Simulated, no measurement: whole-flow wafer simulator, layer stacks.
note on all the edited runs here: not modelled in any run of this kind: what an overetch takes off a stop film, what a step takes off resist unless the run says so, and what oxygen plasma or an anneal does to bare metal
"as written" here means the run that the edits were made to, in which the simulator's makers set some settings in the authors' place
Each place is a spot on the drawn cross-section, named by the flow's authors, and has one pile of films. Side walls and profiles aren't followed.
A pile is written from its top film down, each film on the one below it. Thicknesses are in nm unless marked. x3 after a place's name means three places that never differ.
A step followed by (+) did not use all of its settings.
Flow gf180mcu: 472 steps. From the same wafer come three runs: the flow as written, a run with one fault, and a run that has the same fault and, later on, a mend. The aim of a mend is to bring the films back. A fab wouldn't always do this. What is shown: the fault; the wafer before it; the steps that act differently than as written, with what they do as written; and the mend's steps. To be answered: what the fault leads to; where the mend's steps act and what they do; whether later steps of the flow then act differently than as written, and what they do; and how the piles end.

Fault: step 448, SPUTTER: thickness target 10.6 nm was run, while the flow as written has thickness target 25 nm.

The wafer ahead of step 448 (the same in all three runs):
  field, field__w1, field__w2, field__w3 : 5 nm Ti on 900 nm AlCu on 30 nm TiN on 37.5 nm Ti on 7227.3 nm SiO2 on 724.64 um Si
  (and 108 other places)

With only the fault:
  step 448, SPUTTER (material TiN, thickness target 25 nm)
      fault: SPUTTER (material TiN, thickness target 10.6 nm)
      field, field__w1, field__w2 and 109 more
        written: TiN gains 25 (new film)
        fault: TiN gains 10.6 (new film)
  Steps later in the flow that act otherwise than as written (not shown: 4 more steps that differ only slightly, by at most 2% or 0.5 nm, whichever is larger):
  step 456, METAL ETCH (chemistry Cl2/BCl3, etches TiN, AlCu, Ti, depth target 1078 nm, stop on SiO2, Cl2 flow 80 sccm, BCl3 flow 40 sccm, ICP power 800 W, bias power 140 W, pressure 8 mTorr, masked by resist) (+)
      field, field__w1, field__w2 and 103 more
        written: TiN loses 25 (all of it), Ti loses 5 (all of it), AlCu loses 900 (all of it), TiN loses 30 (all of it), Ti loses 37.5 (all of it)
        fault: TiN loses 10.6 (all of it), Ti loses 5 (all of it), AlCu loses 900 (all of it), TiN loses 30 (all of it), Ti loses 37.5 (all of it)
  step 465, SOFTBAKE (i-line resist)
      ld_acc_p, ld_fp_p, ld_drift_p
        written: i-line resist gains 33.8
        fault: i-line resist gains 33.1
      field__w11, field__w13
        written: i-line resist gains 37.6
        fault: i-line resist gains 36.8
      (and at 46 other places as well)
  The piles end different from the flow's at field__w8, contact, m1, m1__w1, pad, m1_nw by more than 2% or 0.5 nm, whichever is larger.
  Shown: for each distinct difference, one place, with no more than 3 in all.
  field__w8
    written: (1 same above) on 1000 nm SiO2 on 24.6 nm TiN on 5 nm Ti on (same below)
    fault: (1 same above) on 1000 nm SiO2 on 10.2 nm TiN on 5 nm Ti on (same below)
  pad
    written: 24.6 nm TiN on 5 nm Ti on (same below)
    fault: 10.2 nm TiN on 5 nm Ti on (same below)

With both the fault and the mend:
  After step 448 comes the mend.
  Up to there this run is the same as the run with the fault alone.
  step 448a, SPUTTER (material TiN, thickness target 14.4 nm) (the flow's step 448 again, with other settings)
      field, field__w1, field__w2 and 109 more
        TiN gains 14.4
  None of the later steps of the flow acts differently than as written at any place that is followed.
  At every place that both follow, the piles at the end match the flow's.
